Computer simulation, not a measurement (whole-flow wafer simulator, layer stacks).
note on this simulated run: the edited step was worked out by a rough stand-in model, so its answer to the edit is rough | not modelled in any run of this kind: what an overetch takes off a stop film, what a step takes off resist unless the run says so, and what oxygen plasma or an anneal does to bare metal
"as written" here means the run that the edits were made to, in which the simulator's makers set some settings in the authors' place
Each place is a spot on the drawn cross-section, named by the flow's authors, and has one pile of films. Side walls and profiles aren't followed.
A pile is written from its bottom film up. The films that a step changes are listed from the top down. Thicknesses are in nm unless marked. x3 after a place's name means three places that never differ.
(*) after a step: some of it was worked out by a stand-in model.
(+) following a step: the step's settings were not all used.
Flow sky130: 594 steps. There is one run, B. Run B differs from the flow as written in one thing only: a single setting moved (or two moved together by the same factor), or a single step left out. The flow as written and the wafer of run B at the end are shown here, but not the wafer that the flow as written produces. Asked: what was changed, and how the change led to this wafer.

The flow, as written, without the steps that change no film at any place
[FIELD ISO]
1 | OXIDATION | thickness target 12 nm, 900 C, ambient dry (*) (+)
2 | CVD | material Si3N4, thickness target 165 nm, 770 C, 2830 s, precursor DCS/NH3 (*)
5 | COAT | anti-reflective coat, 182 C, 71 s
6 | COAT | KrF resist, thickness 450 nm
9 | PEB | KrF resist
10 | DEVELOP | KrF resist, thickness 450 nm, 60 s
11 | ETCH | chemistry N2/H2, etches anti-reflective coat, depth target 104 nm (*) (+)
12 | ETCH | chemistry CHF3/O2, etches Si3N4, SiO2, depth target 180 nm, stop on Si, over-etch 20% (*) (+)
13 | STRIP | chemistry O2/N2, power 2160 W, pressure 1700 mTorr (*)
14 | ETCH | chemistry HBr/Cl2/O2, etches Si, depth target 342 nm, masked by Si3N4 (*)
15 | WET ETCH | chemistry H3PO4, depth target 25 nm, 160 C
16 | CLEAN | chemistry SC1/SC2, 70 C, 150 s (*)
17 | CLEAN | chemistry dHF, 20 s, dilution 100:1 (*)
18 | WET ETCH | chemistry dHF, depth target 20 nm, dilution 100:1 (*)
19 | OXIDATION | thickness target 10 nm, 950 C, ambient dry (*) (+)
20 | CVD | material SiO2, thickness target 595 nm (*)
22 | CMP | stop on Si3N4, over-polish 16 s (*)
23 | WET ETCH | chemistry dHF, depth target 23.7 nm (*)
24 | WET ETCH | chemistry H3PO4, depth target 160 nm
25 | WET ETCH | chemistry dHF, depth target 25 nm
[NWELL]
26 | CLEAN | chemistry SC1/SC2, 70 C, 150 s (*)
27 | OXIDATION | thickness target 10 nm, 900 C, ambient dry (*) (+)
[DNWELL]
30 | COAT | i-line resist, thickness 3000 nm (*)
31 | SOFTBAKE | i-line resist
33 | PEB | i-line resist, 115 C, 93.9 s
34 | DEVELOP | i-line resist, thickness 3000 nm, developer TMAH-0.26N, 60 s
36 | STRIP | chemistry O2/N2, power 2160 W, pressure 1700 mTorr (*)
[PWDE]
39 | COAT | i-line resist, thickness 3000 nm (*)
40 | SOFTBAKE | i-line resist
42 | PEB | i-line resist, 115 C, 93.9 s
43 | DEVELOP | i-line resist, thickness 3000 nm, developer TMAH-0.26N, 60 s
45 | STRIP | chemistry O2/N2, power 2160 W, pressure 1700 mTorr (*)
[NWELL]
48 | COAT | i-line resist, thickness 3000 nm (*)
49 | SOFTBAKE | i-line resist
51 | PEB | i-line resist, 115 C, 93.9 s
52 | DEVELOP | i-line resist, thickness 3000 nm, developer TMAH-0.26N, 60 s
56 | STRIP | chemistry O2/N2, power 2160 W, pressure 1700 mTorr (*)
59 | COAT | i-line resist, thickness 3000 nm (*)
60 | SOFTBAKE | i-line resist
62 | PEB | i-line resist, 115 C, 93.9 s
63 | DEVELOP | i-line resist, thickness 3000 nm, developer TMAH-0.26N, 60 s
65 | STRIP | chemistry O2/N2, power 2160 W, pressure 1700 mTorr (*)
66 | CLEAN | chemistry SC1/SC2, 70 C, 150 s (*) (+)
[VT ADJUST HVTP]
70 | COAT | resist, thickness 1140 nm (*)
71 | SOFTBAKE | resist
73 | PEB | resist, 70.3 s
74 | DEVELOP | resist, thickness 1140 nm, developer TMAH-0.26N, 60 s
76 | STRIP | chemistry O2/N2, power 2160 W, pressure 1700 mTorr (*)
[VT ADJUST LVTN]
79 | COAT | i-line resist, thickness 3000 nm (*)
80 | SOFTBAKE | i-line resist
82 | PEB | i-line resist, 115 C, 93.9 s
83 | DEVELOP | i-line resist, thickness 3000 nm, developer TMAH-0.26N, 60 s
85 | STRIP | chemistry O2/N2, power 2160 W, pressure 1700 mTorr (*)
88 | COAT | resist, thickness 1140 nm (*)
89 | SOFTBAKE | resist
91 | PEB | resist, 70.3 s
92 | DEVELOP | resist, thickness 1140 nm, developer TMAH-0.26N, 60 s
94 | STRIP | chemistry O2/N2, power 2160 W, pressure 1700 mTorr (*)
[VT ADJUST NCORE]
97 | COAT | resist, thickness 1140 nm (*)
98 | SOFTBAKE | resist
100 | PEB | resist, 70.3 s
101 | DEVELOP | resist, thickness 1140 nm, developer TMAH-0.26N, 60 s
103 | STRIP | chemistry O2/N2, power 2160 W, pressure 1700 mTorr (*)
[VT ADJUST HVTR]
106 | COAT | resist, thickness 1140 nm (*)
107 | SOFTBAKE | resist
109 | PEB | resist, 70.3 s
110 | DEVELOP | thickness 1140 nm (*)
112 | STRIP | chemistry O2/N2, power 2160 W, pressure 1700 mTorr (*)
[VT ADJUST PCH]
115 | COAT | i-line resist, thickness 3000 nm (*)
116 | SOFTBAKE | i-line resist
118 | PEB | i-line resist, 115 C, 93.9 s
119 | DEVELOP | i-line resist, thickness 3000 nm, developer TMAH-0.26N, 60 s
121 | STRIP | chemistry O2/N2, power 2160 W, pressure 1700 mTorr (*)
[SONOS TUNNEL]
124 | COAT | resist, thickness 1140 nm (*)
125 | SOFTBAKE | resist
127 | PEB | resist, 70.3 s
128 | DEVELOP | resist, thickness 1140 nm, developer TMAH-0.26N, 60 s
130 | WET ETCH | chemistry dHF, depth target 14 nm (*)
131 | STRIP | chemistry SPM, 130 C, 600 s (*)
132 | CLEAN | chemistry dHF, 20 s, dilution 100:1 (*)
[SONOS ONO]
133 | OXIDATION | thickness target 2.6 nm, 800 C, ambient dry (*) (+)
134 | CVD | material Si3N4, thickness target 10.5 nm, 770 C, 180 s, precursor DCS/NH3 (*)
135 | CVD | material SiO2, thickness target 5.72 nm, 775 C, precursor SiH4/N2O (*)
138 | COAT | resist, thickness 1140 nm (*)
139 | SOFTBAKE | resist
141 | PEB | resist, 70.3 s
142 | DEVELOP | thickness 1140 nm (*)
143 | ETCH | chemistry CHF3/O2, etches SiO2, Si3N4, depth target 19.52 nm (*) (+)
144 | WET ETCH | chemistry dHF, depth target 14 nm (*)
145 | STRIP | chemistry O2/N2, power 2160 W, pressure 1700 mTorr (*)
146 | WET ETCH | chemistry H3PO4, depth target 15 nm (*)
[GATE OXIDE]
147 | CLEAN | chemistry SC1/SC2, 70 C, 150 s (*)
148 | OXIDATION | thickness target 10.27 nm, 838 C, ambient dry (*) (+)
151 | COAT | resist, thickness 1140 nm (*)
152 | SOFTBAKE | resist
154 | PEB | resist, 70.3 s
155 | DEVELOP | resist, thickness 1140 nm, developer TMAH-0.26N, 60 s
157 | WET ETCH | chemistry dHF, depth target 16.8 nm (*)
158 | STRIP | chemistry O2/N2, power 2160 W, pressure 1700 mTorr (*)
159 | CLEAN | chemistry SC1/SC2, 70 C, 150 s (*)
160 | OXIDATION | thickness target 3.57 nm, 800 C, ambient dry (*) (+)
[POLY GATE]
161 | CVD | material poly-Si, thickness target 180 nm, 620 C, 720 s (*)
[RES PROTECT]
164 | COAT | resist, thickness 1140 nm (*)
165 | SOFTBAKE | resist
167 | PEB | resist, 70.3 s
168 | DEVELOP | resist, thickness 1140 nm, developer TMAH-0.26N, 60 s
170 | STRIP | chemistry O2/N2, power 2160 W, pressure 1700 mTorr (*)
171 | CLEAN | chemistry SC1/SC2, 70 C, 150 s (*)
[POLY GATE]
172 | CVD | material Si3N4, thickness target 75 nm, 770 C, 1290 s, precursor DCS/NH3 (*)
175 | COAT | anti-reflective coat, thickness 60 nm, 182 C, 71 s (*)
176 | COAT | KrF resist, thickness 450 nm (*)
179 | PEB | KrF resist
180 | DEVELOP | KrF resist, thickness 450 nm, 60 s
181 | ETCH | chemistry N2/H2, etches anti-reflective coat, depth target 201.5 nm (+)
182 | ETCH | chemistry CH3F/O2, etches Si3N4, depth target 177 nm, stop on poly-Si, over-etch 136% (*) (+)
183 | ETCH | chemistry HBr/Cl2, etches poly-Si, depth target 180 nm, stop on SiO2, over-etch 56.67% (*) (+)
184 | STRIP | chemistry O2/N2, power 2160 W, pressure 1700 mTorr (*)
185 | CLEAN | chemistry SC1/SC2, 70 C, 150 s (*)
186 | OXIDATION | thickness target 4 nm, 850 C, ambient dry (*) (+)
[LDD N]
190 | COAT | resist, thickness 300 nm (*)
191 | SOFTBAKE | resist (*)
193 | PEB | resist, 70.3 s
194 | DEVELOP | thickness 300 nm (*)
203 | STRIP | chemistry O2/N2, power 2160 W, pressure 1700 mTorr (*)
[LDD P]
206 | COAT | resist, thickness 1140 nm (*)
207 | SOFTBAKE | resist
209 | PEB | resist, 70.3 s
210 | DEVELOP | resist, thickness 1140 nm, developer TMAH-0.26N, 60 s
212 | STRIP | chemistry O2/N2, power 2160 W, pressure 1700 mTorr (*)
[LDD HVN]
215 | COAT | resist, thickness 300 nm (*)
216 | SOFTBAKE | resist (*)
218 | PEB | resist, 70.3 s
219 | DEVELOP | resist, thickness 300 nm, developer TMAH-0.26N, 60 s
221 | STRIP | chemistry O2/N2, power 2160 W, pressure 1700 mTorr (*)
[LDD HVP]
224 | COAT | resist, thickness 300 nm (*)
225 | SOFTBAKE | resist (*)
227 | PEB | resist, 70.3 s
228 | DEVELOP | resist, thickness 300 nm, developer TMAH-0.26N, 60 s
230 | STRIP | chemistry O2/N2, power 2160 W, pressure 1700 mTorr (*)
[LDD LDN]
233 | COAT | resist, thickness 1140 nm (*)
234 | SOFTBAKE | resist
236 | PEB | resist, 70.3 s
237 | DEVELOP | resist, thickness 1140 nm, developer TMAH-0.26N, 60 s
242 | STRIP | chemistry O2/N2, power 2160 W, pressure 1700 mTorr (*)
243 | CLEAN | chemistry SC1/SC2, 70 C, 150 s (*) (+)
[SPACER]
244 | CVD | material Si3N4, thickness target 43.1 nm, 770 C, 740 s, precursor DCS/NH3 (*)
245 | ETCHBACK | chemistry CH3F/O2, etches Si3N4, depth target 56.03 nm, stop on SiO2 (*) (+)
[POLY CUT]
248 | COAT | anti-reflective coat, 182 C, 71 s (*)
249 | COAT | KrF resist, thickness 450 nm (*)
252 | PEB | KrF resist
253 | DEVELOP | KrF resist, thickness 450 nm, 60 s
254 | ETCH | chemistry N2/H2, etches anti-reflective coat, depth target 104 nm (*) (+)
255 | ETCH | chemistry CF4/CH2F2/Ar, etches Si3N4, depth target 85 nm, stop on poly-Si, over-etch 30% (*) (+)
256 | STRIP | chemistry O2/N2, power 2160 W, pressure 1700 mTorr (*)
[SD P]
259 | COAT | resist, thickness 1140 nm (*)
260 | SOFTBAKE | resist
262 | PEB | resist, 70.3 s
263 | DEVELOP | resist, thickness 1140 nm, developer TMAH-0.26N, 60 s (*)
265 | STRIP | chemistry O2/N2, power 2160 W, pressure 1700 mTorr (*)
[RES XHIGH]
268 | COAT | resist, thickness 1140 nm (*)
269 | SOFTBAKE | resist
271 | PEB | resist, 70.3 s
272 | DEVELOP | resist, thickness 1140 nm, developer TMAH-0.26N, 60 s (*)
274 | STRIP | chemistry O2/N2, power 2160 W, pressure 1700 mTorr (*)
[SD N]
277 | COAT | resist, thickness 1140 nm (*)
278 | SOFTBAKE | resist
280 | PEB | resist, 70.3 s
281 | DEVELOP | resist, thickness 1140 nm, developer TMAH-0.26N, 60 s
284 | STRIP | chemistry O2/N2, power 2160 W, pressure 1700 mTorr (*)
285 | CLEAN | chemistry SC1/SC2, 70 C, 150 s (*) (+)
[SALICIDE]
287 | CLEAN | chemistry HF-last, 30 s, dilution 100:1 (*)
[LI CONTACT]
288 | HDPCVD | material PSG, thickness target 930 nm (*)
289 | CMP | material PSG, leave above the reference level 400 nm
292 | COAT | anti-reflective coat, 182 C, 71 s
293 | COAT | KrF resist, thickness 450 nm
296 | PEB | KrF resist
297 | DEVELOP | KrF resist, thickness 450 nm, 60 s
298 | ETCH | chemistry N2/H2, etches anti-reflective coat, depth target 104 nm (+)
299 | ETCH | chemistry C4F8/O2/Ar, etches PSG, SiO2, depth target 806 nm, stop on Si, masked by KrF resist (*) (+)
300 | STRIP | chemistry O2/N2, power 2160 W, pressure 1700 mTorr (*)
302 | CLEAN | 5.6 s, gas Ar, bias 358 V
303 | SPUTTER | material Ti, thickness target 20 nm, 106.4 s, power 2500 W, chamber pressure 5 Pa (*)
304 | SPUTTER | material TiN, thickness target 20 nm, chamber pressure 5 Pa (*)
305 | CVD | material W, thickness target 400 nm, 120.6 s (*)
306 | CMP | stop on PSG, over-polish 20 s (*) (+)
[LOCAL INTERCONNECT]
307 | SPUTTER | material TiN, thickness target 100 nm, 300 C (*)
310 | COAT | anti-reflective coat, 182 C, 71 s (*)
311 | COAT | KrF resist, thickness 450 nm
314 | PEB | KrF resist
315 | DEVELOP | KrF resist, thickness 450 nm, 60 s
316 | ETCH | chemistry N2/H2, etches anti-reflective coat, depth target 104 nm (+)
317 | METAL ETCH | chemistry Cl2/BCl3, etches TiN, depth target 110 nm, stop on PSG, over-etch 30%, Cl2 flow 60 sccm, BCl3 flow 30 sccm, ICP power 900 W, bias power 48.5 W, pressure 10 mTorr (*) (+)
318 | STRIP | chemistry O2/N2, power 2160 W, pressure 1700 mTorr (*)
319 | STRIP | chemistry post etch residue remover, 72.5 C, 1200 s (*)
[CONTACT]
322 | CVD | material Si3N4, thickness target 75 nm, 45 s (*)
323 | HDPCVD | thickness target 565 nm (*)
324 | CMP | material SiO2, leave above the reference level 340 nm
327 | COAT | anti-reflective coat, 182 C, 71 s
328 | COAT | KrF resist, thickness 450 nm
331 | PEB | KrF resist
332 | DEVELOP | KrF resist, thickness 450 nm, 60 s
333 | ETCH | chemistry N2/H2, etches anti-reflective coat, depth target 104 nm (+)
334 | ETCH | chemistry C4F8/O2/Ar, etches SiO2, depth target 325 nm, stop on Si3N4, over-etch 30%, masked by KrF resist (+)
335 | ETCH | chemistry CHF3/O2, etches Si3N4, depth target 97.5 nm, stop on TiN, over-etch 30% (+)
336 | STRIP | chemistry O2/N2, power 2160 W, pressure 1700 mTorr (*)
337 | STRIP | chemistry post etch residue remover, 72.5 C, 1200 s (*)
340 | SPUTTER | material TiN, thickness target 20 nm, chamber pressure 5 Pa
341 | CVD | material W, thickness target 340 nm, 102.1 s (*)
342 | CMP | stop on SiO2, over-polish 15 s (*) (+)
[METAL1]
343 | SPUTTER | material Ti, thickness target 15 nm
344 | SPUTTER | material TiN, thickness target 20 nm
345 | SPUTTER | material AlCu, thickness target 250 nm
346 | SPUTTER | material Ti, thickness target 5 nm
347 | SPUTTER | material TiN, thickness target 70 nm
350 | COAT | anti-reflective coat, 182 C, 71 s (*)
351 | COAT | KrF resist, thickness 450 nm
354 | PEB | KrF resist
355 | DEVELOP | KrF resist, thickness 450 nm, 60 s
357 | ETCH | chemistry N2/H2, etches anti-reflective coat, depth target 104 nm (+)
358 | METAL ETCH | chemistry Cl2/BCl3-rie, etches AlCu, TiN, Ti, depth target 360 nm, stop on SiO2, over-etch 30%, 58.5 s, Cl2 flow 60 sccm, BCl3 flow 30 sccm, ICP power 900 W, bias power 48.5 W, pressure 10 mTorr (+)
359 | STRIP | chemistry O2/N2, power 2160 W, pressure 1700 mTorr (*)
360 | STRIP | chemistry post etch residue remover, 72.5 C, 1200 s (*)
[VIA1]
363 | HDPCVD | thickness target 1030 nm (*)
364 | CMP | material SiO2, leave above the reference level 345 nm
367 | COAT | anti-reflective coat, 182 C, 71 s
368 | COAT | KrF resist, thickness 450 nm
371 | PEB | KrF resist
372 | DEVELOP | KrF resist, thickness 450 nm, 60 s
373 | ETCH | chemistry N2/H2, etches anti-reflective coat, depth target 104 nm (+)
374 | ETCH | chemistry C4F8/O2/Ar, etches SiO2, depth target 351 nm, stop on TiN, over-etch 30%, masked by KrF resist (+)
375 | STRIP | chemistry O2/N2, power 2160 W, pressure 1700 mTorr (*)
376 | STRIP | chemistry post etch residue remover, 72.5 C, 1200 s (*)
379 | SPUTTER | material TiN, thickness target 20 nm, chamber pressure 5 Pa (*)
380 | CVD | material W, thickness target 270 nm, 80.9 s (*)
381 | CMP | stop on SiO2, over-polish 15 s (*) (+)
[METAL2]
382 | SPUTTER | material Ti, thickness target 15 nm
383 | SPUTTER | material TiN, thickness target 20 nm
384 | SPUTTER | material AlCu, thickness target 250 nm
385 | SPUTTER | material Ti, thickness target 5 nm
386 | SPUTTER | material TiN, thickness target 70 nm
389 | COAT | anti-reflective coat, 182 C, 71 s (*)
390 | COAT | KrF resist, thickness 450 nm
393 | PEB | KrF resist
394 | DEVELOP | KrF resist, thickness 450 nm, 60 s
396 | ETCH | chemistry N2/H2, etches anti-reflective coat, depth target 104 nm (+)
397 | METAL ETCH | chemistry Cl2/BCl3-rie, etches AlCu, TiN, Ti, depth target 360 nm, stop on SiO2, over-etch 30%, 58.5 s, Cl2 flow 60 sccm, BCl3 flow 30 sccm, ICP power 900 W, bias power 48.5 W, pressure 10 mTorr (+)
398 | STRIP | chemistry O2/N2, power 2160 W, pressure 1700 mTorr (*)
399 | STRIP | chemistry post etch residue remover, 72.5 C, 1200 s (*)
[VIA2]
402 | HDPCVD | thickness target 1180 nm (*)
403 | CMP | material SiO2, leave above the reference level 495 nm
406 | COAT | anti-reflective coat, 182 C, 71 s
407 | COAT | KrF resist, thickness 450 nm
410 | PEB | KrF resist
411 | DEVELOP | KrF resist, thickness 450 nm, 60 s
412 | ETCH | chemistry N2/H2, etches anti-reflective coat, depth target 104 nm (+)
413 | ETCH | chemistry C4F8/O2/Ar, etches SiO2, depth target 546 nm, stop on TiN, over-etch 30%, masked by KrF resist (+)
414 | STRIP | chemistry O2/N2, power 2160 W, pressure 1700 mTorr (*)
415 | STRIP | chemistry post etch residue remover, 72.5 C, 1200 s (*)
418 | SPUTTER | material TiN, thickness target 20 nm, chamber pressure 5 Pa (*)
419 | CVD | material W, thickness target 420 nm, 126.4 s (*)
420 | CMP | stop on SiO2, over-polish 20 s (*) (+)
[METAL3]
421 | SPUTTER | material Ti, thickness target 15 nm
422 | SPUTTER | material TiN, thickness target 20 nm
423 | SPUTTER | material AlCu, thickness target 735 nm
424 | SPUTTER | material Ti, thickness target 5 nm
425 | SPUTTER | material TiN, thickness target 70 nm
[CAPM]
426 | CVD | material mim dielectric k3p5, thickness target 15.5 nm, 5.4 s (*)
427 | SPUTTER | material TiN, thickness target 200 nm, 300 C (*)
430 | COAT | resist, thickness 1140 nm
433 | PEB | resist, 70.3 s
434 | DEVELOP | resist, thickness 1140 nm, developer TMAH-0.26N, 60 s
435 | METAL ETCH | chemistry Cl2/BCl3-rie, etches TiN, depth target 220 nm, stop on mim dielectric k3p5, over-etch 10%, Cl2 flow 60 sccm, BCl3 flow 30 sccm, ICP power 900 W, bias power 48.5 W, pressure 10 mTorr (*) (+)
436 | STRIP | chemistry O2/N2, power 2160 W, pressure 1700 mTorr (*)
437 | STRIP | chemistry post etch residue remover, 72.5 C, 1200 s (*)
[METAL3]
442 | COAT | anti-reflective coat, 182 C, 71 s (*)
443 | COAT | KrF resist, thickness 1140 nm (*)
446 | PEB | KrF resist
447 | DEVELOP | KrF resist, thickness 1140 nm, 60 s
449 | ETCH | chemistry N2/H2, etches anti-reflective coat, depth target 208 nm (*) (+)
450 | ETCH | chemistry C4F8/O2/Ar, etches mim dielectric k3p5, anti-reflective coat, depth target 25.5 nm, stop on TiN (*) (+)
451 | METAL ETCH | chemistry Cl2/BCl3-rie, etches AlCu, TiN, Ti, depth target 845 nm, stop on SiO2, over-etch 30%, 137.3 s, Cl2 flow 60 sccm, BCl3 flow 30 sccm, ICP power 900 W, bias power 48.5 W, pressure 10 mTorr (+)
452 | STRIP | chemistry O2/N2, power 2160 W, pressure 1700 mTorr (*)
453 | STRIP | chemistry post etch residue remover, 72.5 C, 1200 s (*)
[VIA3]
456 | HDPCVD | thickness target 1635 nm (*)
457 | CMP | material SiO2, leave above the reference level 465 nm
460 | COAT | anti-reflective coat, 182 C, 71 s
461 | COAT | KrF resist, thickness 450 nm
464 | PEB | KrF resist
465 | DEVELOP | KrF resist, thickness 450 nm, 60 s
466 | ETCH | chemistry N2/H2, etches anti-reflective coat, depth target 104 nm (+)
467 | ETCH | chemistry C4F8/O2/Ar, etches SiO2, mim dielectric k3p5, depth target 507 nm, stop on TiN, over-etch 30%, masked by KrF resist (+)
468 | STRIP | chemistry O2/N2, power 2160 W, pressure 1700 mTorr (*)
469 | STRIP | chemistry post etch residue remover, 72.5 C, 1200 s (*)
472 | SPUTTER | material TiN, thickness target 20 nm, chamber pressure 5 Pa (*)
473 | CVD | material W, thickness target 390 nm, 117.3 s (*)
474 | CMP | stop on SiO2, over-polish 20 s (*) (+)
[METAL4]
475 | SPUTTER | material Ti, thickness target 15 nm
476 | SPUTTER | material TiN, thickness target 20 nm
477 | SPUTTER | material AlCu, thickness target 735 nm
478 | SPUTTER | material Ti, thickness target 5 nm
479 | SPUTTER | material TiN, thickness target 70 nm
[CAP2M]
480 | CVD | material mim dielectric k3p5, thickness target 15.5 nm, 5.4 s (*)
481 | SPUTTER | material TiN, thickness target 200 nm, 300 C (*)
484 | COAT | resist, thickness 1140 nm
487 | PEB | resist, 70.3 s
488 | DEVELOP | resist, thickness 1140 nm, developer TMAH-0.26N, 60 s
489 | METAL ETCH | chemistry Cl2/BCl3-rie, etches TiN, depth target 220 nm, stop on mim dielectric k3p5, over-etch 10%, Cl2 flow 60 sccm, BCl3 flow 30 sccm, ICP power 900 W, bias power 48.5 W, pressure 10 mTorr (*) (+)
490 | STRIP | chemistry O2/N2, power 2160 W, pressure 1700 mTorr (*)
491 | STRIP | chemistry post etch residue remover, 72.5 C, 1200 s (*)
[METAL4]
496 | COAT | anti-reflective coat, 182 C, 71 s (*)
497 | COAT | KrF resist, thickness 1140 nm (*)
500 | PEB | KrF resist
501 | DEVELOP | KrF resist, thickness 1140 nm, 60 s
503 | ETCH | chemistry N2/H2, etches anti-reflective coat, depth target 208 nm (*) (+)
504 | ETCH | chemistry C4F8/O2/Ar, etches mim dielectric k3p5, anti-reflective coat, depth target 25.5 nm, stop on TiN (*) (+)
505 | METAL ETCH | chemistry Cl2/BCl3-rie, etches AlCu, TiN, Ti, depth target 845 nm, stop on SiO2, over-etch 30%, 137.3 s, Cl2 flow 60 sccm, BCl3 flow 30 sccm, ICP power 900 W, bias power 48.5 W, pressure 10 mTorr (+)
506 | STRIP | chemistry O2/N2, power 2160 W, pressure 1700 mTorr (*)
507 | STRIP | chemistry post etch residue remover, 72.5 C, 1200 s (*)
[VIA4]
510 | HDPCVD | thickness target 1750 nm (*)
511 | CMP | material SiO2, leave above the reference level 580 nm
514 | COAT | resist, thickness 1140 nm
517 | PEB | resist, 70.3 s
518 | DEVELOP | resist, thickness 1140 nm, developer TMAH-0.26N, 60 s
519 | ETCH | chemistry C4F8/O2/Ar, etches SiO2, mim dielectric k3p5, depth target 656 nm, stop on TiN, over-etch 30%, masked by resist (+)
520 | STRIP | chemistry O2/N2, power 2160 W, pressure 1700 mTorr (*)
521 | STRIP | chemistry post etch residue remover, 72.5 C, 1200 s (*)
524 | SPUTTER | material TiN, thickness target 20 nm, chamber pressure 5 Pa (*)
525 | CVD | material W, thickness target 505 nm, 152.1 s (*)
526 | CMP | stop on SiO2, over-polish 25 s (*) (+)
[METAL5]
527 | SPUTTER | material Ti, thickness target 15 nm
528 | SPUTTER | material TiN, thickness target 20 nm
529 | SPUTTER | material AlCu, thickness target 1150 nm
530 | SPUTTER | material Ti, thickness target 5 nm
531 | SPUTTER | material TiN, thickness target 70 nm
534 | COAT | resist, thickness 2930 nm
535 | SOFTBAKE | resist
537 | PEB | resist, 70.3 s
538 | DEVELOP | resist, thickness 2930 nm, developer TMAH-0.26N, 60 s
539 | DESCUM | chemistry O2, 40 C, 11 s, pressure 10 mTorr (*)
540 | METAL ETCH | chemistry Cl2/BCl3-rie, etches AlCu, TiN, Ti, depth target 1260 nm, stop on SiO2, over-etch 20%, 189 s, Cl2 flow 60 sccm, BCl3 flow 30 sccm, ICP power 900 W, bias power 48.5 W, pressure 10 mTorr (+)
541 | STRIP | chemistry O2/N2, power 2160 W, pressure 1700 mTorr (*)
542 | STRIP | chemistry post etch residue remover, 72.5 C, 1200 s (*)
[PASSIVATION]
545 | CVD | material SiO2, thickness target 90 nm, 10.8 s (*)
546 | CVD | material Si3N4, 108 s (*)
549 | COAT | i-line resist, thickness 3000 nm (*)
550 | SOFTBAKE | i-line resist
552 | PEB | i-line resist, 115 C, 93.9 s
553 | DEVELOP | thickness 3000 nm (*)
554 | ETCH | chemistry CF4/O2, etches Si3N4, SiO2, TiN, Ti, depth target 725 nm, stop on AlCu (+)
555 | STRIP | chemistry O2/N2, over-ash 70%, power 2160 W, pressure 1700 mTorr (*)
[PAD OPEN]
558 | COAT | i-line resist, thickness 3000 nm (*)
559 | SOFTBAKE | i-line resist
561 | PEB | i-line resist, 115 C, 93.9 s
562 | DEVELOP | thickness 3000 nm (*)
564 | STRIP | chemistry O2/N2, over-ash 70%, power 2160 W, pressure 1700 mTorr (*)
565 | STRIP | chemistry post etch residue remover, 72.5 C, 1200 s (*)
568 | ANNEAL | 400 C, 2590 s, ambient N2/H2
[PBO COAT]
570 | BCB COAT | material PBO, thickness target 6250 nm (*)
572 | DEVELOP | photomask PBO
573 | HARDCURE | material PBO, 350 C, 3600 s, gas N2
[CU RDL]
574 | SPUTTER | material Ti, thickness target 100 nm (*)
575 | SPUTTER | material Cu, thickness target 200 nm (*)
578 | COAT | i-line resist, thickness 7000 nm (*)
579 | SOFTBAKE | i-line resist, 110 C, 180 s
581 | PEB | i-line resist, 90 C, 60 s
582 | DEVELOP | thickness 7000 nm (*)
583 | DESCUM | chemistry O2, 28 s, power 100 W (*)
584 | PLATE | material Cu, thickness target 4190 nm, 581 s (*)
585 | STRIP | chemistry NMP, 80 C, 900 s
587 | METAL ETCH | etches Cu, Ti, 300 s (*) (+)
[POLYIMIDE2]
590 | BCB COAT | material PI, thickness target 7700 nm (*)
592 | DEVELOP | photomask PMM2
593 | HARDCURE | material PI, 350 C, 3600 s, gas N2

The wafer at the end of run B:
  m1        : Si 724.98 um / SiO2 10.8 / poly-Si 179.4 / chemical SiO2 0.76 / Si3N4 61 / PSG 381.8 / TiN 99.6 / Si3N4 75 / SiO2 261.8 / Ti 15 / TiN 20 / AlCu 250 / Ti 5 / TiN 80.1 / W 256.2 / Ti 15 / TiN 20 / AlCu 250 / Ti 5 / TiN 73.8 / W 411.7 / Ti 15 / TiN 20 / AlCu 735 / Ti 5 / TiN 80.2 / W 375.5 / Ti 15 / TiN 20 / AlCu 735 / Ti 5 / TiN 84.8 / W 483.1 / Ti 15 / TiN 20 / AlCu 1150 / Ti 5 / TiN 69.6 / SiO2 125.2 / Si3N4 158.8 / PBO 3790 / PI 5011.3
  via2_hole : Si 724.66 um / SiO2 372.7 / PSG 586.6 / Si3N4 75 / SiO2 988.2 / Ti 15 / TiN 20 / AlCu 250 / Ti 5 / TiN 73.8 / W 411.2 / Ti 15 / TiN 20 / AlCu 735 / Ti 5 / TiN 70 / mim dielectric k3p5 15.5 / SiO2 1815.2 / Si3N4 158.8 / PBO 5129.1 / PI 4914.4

The reason: step 418, SPUTTER: thickness target 9 nm was run, whereas the flow has thickness target 20 nm.

The path from the change to this, step by step:
  418 | SPUTTER | material TiN, thickness target 20 nm, chamber pressure 5 Pa (*)
      field, active, n_well and 186 more: +9 TiN (new film) (as written it would have been: +20 TiN (new film))
      m1: +4.6 TiN (as written it would have been: +10.2 TiN)
      (as well as at 1 more place)
  420 | CMP | stop on SiO2, over-polish 20 s (*) (+)
      field, active, n_well and 186 more: -420 W (all of it), -9 TiN (all of it), -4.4 SiO2 (as written it would have been: -420 W (all of it), -20 TiN (all of it), -4.4 SiO2)
      m1, via2_hole: -434 W (as written it would have been: -445 W)
